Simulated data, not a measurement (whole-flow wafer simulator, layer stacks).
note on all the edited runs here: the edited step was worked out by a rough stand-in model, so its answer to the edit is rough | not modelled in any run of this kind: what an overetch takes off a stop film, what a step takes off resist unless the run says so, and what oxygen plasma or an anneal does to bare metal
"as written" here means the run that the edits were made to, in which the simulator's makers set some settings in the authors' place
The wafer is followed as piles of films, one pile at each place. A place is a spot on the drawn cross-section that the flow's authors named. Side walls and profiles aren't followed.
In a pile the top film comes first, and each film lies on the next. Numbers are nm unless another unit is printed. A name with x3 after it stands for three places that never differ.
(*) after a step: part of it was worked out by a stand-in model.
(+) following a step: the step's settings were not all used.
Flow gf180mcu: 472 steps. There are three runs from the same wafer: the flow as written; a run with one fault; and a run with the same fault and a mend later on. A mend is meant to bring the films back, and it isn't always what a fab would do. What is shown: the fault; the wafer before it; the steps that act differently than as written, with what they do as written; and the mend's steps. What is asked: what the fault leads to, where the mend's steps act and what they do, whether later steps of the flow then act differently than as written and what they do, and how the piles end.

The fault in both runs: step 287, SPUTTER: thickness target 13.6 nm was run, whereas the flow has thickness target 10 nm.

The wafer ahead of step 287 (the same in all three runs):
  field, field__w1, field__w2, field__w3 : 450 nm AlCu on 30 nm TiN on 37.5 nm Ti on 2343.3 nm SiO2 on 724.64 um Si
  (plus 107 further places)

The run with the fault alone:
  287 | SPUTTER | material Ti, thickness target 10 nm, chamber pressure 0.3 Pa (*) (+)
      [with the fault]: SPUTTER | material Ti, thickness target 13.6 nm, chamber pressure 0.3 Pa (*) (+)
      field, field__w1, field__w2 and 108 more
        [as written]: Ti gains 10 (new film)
        [with the fault]: Ti gains 13.6 (new film)
  Later steps of the flow acting differently than as written (5 more steps, not shown, differ only slightly: by at most 2% or 0.5 nm, whichever is larger):
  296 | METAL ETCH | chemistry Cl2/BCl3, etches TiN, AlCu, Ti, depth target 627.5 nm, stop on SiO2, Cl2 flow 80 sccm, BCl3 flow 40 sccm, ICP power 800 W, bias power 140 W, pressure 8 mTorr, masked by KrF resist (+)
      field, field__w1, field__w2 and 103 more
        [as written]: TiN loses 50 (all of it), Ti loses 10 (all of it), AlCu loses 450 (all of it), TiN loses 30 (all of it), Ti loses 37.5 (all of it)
        [with the fault]: TiN loses 50 (all of it), Ti loses 13.6 (all of it), AlCu loses 450 (all of it), TiN loses 30 (all of it), Ti loses 37.5 (all of it)
  By the end, the piles at field__w8, contact, m1, m1__w1, m1_nw depart from the flow's by more than 2% or 0.5 nm, whichever is larger.
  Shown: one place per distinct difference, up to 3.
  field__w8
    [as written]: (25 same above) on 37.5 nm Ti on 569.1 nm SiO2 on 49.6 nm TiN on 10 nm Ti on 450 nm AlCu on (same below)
    [with the fault]: (25 same above) on 37.5 nm Ti on 565.5 nm SiO2 on 49.6 nm TiN on 13.6 nm Ti on 450 nm AlCu on (same below)
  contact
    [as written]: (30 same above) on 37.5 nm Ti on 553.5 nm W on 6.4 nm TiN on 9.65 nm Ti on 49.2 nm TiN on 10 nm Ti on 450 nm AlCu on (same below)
    [with the fault]: (30 same above) on 37.5 nm Ti on 549.9 nm W on 6.42 nm TiN on 9.67 nm Ti on 49.2 nm TiN on 13.6 nm Ti on 450 nm AlCu on (same below)

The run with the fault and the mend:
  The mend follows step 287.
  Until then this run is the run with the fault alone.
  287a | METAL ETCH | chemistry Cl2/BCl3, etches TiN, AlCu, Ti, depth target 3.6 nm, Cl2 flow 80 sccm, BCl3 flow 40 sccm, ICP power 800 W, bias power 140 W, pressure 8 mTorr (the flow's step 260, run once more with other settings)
      field, field__w1, field__w2 and 108 more
        Ti loses 3.6
  Later steps of the flow that are run all act as written at every place that is followed.
  By the end, the piles equal the flow's at every place that both follow.
